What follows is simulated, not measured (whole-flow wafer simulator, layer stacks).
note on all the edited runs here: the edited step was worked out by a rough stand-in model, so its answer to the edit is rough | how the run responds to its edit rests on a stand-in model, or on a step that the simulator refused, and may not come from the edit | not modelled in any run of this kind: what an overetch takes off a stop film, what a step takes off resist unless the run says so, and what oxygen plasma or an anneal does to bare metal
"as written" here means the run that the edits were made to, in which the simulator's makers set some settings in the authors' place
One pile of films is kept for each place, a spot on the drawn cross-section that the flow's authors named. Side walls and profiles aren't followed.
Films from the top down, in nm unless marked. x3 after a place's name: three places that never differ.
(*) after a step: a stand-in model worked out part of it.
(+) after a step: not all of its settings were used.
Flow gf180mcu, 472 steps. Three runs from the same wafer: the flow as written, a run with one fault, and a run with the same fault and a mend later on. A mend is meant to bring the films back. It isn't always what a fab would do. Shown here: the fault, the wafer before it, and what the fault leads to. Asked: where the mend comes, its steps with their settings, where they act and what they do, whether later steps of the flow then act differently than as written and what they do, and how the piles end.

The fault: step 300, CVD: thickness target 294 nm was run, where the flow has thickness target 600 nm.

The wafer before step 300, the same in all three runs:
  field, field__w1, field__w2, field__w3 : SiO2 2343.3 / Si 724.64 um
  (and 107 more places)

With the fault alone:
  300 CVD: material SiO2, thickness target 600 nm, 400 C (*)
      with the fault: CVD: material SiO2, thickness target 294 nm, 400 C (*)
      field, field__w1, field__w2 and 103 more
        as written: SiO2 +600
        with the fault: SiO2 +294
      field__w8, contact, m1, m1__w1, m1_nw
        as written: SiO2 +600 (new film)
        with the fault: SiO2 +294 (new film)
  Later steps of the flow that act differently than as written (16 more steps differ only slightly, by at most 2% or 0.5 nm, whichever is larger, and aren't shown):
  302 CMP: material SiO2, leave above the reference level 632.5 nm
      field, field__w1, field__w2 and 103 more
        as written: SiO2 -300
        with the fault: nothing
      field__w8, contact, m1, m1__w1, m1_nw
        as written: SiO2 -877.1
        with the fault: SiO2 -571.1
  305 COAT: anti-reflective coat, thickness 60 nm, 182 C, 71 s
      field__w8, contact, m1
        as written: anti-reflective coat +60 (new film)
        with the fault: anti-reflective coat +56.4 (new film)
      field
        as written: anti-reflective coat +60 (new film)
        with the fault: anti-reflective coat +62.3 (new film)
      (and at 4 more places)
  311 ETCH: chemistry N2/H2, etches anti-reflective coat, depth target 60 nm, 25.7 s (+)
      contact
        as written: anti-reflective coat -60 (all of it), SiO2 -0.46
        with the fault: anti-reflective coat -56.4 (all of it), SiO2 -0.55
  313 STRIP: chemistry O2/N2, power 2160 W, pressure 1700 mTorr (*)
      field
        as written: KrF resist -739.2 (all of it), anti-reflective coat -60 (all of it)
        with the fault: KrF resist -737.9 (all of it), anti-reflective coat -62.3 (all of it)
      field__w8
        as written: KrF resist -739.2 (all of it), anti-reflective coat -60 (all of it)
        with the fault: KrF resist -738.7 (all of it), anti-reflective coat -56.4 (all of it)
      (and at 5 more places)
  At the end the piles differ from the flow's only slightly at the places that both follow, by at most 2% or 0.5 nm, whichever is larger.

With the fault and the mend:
  The mend comes after step 300.
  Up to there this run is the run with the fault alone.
  300a CVD: material SiO2, thickness target 306 nm, 400 C (*) (the flow's step 300 once more, with other settings)
      field, field__w1, field__w2 and 108 more
        SiO2 +306
  No later step of the flow acts differently than as written at any place that is followed.
  At the end the piles are the same as the flow's at every place that both follow.
